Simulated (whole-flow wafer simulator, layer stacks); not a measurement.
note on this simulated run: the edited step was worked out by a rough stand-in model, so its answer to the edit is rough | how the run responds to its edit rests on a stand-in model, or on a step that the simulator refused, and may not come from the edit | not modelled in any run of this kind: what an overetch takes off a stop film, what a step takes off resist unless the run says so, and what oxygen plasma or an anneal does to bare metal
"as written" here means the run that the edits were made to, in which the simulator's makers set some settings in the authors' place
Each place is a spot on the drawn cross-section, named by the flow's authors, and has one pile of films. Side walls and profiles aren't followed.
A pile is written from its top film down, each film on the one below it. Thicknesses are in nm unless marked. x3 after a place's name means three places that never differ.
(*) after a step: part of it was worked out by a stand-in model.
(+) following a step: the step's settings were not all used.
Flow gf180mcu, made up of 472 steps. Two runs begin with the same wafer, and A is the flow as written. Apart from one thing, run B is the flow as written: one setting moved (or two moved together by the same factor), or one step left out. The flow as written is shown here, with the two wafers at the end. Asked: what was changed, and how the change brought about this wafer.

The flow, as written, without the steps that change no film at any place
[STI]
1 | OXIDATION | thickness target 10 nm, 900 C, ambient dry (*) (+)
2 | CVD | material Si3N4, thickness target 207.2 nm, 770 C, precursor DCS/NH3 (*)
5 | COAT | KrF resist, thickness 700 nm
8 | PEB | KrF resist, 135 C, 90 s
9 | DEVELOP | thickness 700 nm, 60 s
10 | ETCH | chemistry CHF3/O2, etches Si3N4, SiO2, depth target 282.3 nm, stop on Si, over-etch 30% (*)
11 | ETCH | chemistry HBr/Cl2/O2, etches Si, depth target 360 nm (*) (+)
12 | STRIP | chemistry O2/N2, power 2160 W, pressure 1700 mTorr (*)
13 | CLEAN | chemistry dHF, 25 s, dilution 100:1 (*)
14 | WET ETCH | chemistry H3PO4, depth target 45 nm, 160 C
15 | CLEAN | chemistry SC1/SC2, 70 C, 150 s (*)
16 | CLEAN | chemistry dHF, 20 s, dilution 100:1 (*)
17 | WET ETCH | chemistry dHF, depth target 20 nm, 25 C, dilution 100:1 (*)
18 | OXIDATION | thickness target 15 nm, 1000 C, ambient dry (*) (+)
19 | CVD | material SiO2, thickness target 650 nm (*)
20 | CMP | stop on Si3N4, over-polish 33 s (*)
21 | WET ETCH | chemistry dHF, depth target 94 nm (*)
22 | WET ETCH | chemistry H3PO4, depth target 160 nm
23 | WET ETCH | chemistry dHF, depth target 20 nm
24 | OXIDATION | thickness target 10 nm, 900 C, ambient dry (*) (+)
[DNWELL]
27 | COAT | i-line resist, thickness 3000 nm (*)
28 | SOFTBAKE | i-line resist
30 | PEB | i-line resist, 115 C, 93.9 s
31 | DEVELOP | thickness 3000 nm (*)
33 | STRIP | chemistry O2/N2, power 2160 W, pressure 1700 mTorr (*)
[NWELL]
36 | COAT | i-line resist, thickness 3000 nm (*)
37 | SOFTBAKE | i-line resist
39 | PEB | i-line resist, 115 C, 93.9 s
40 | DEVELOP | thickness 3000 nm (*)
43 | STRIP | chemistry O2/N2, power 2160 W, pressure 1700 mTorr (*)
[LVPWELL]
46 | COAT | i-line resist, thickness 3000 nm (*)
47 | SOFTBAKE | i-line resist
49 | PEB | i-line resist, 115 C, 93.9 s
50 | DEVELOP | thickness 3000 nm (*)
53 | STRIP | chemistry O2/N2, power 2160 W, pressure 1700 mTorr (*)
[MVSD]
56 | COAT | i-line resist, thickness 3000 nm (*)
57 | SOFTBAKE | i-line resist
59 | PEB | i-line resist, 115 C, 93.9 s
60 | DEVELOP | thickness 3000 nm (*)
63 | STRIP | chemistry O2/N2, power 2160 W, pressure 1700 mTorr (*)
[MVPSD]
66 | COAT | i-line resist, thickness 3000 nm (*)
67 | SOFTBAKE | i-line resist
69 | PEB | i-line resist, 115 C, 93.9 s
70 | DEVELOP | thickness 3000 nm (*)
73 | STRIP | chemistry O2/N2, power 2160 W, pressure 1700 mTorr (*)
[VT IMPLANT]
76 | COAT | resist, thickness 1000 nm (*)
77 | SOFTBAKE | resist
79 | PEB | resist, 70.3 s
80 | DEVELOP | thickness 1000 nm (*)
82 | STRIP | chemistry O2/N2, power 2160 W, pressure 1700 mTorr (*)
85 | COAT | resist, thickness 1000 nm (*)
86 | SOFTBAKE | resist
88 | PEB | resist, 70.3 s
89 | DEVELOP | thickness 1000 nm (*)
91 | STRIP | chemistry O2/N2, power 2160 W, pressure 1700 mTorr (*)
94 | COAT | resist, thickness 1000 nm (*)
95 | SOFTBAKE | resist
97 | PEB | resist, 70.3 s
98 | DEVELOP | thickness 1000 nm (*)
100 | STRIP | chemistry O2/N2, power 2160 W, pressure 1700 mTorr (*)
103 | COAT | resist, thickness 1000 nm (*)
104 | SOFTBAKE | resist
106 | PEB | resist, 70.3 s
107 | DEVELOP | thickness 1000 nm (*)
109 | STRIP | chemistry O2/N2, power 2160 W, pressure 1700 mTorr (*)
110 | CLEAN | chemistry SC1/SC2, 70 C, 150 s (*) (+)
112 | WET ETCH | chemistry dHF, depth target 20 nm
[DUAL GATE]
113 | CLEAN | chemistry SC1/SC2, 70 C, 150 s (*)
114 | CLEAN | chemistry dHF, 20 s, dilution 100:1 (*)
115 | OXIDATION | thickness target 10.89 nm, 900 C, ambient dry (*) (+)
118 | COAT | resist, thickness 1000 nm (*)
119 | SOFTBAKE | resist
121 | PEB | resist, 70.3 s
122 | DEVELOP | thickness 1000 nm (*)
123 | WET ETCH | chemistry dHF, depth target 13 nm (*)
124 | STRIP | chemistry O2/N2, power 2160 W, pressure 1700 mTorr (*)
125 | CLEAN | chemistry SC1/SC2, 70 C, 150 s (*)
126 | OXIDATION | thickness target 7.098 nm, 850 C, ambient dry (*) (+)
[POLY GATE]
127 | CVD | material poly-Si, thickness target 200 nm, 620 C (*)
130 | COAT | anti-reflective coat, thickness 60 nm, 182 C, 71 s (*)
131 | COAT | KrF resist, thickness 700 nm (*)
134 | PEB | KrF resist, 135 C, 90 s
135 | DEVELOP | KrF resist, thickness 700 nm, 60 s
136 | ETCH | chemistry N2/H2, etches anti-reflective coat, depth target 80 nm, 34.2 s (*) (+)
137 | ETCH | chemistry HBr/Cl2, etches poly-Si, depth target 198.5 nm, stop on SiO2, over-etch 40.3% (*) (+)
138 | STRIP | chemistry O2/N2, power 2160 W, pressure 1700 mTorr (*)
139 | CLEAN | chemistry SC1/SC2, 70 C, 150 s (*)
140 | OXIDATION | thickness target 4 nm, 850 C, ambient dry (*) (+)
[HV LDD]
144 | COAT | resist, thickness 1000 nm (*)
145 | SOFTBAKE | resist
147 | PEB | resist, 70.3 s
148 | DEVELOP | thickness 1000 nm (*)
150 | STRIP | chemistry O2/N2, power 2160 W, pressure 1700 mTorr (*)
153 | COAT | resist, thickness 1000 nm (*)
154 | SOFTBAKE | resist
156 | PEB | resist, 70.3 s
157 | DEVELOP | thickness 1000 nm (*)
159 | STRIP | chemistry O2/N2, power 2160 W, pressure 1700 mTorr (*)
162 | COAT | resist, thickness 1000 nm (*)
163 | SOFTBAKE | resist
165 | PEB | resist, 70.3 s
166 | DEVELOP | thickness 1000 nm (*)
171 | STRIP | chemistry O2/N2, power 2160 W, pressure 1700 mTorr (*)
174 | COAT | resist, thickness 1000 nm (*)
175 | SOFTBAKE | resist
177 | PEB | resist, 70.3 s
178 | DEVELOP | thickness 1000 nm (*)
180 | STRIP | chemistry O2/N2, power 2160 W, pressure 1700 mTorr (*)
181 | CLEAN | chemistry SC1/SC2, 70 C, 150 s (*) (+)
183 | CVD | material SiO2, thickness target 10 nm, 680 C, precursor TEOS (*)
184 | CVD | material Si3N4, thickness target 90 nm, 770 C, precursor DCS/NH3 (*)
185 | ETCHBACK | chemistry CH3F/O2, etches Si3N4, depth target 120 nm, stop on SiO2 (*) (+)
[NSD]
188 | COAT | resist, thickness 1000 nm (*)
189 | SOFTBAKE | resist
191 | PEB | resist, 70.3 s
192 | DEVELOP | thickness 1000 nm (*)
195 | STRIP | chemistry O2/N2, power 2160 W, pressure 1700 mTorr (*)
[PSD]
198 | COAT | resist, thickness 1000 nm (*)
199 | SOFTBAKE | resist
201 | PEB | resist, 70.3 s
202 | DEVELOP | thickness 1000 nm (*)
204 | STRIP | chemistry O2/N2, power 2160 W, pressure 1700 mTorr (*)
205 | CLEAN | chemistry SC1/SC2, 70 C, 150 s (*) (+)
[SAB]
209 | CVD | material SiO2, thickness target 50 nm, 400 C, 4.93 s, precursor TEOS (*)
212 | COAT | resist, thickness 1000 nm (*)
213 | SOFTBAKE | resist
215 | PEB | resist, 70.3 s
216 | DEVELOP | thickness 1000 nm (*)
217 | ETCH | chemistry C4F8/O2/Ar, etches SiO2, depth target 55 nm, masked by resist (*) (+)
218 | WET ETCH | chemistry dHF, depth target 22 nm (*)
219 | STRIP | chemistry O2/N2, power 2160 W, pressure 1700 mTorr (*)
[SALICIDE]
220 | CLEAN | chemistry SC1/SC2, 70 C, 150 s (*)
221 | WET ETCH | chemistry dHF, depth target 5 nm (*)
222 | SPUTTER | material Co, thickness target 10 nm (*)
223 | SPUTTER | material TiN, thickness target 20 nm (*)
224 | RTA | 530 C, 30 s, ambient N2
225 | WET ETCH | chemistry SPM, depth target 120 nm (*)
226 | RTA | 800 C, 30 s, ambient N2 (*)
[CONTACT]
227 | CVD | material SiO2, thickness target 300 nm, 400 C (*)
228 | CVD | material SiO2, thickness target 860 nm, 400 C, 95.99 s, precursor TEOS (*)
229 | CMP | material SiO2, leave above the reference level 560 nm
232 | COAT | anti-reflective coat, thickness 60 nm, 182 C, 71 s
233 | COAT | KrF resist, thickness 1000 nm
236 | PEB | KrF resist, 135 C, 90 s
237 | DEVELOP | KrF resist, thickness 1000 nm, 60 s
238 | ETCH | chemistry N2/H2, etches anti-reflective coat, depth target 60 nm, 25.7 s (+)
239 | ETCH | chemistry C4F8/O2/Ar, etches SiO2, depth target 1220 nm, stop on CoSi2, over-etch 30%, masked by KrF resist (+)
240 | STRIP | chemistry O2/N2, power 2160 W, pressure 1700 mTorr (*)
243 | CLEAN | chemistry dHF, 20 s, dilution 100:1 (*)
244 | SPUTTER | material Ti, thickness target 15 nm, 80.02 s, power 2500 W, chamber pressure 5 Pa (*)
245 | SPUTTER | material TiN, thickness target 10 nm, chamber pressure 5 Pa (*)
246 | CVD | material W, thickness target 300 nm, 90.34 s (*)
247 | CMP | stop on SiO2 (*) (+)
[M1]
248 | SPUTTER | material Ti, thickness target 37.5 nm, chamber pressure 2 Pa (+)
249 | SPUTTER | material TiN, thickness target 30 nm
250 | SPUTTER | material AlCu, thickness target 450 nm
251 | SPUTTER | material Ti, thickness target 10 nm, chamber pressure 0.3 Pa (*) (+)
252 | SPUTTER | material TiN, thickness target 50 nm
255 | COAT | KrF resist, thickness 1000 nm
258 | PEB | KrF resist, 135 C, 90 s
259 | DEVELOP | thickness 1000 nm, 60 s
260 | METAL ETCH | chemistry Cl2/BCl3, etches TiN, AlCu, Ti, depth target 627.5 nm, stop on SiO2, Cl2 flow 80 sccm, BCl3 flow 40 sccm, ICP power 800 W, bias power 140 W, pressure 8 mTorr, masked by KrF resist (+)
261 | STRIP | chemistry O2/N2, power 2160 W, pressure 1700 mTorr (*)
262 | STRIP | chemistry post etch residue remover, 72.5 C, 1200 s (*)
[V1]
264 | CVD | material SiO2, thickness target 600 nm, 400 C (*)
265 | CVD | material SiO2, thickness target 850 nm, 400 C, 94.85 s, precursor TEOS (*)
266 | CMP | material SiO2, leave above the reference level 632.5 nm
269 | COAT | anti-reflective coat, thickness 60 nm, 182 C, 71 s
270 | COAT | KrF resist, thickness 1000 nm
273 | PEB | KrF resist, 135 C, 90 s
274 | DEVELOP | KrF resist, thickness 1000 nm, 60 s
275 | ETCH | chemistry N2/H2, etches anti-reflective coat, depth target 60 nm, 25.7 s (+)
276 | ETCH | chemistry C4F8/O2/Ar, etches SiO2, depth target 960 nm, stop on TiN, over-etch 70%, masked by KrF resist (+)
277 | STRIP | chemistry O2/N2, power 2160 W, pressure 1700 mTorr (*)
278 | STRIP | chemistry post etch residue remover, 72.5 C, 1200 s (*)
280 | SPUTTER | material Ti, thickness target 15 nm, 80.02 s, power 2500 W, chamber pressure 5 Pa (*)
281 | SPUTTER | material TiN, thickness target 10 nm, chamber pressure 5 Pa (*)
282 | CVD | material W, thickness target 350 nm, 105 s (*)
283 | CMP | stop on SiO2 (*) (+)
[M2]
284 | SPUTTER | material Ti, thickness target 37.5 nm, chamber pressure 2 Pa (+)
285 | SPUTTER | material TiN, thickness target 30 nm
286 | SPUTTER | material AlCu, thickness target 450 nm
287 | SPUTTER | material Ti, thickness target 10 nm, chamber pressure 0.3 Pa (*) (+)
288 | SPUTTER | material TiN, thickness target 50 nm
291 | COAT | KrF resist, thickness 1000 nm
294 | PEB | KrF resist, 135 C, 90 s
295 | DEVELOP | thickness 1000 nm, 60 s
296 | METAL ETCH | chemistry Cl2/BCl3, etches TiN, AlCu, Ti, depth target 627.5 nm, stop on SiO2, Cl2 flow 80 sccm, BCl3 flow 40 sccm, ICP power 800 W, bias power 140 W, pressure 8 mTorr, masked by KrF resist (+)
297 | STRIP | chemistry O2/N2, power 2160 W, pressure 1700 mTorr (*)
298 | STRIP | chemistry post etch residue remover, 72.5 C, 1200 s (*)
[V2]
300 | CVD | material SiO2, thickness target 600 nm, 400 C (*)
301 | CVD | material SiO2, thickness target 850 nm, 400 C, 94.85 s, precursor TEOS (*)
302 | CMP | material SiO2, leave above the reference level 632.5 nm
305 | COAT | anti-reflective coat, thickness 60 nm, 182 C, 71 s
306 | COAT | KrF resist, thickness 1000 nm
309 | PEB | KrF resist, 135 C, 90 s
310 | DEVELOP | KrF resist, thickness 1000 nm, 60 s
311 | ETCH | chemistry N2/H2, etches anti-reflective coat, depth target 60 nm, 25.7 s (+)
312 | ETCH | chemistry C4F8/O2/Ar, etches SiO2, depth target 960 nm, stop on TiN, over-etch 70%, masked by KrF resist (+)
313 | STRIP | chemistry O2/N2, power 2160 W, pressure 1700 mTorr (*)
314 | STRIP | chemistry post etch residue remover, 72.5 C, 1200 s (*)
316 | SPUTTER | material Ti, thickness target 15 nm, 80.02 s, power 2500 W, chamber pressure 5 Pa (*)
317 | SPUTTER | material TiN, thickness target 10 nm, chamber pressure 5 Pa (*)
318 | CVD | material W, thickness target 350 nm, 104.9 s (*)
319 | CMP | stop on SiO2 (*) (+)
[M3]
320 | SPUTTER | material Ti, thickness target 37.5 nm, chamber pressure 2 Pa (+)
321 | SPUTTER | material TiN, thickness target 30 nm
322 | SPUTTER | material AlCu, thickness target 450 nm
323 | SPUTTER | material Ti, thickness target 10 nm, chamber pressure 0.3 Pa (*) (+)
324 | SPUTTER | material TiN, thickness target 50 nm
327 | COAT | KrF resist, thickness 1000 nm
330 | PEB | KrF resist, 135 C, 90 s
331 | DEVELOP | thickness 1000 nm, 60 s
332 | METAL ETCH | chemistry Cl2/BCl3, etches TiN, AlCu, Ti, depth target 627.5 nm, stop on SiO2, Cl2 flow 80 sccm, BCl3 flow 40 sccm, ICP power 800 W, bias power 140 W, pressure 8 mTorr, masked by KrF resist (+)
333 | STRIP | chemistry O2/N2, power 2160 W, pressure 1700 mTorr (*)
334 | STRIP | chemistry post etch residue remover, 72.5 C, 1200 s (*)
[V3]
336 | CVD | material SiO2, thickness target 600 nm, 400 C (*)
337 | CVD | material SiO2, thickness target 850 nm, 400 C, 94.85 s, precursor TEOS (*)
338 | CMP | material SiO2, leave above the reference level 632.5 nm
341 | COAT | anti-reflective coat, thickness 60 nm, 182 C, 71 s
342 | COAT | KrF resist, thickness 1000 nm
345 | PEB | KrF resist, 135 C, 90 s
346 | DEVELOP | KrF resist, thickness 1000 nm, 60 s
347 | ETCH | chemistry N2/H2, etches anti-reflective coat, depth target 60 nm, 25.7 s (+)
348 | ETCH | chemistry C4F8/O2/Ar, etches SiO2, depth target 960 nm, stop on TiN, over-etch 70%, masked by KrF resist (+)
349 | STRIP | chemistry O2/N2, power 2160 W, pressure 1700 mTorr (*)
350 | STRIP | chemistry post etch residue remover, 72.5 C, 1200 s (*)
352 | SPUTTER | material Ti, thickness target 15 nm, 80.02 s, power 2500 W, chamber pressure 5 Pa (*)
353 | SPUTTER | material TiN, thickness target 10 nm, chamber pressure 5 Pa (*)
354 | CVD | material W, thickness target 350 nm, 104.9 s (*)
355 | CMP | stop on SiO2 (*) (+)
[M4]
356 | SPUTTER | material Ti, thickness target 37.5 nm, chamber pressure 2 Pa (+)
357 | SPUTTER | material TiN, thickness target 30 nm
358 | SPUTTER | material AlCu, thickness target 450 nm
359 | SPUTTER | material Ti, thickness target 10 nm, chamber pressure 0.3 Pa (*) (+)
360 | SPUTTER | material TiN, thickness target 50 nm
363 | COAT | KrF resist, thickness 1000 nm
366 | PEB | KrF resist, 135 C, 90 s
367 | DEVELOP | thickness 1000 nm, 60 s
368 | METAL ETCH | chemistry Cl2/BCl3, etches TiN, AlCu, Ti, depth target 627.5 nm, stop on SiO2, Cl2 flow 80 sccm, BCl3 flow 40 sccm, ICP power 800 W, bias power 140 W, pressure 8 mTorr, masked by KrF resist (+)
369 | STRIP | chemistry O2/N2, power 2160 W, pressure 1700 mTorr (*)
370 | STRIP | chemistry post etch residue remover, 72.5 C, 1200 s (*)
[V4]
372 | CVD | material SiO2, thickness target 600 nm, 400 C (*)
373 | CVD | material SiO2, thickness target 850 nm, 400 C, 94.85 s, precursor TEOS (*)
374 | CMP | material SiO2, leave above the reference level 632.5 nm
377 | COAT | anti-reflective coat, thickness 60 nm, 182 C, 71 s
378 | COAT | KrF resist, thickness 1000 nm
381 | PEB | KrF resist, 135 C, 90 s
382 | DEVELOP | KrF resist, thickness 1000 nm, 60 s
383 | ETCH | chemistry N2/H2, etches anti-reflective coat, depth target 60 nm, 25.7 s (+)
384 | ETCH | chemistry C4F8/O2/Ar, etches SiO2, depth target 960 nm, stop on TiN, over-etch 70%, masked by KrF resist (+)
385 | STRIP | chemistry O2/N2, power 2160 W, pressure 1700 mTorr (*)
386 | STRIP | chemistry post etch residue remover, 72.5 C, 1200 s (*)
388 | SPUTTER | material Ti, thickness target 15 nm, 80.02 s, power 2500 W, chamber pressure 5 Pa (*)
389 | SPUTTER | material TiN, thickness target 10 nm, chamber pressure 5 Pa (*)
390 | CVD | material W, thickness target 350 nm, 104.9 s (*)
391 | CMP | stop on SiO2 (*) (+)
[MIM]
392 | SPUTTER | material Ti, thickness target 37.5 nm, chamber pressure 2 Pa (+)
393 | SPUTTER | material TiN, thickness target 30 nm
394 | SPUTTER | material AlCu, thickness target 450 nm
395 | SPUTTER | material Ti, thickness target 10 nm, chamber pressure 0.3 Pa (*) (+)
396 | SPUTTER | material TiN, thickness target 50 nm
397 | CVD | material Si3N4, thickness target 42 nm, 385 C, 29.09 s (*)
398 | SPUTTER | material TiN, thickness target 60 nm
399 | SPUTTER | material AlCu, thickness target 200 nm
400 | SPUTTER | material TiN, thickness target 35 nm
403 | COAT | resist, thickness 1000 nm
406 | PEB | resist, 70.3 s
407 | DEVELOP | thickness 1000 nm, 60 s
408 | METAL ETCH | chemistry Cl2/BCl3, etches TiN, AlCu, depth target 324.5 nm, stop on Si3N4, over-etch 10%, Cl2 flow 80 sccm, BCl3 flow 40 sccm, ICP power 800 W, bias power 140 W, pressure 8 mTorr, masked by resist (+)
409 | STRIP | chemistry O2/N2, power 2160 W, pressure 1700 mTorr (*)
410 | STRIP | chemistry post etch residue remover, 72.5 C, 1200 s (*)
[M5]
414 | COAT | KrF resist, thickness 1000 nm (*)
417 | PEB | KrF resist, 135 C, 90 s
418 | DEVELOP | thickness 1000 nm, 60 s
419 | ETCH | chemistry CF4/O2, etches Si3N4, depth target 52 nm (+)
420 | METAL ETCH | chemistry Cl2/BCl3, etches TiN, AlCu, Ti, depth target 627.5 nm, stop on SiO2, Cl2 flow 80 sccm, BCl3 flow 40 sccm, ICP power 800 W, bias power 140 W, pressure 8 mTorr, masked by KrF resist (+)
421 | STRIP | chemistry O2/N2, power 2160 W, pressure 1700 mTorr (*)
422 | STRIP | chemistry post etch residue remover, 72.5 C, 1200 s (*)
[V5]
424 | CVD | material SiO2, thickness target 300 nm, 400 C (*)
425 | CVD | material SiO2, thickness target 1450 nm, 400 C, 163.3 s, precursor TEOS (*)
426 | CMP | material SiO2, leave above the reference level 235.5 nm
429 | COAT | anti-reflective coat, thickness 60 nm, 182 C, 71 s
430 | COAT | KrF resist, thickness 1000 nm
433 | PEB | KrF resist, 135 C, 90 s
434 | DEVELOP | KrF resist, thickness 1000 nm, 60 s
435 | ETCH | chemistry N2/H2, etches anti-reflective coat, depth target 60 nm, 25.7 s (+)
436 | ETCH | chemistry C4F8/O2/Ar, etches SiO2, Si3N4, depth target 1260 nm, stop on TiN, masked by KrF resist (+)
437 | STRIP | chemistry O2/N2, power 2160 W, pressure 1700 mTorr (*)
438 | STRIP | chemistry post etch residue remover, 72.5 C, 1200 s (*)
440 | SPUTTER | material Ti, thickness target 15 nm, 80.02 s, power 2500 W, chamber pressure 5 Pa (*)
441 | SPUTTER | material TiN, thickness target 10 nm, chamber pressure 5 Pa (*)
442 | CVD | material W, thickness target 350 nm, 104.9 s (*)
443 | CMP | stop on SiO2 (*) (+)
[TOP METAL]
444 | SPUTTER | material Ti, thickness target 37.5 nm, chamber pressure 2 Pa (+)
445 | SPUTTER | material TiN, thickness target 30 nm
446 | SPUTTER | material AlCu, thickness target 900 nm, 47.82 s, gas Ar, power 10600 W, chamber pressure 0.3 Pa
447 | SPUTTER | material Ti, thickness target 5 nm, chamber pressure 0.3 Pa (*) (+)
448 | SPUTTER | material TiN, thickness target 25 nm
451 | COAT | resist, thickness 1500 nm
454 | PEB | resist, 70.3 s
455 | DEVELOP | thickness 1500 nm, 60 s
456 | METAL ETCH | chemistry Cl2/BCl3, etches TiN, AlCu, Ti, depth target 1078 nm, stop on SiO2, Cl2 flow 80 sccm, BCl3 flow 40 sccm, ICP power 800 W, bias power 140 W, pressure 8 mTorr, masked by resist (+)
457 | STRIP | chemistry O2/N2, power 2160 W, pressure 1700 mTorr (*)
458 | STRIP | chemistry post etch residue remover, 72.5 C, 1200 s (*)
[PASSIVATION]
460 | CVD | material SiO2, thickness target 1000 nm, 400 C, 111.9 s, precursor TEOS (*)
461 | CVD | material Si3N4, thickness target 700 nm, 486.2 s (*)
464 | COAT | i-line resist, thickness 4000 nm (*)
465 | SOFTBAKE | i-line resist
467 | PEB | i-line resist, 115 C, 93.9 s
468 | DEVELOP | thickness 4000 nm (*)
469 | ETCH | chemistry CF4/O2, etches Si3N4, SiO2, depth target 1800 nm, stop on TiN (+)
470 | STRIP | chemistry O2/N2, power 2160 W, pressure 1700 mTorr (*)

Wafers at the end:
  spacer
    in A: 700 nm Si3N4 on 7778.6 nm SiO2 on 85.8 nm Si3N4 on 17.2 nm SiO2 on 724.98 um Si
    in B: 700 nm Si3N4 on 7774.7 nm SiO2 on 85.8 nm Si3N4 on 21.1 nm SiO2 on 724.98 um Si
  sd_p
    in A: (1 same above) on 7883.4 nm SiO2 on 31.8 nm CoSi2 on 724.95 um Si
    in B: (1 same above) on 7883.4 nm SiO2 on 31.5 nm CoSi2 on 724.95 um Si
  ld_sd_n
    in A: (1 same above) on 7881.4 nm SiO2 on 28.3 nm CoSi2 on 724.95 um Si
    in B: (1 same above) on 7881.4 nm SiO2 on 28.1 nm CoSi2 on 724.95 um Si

The reason: step 183, CVD: thickness target 13.9 nm was run, whereas the flow has thickness target 10 nm.

Step by step, how the change led to this:
  183 | CVD | material SiO2, thickness target 10 nm, 680 C, precursor TEOS (*)
      field, field__w1, field__w2 and 99 more: A SiO2 gains 10 | B SiO2 gains 13.9
      ld_drift_p: A SiO2 gains 9.87 | B SiO2 gains 13.7
      (also at 1 further place)
  189 | SOFTBAKE | resist
      field__w9: A resist gains 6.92 | B resist loses 3.09
      field_sub__w1: A resist gains 7.47 | B resist gains 9.73
  199 | SOFTBAKE | resist
      field__w9: A resist gains 6.92 | B resist loses 3.09
      field_sub__w1: A resist gains 7.47 | B resist gains 9.73
  218 | WET ETCH | chemistry dHF, depth target 22 nm (*)
      gate, gate_hv, gate_p and 23 more: A SiO2 loses 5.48 (all of it) | B SiO2 loses 9.38 (all of it)
      field, field__w10, sti and 14 more: A SiO2 loses 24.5 | B SiO2 loses 25.1
      (also at 53 further places)
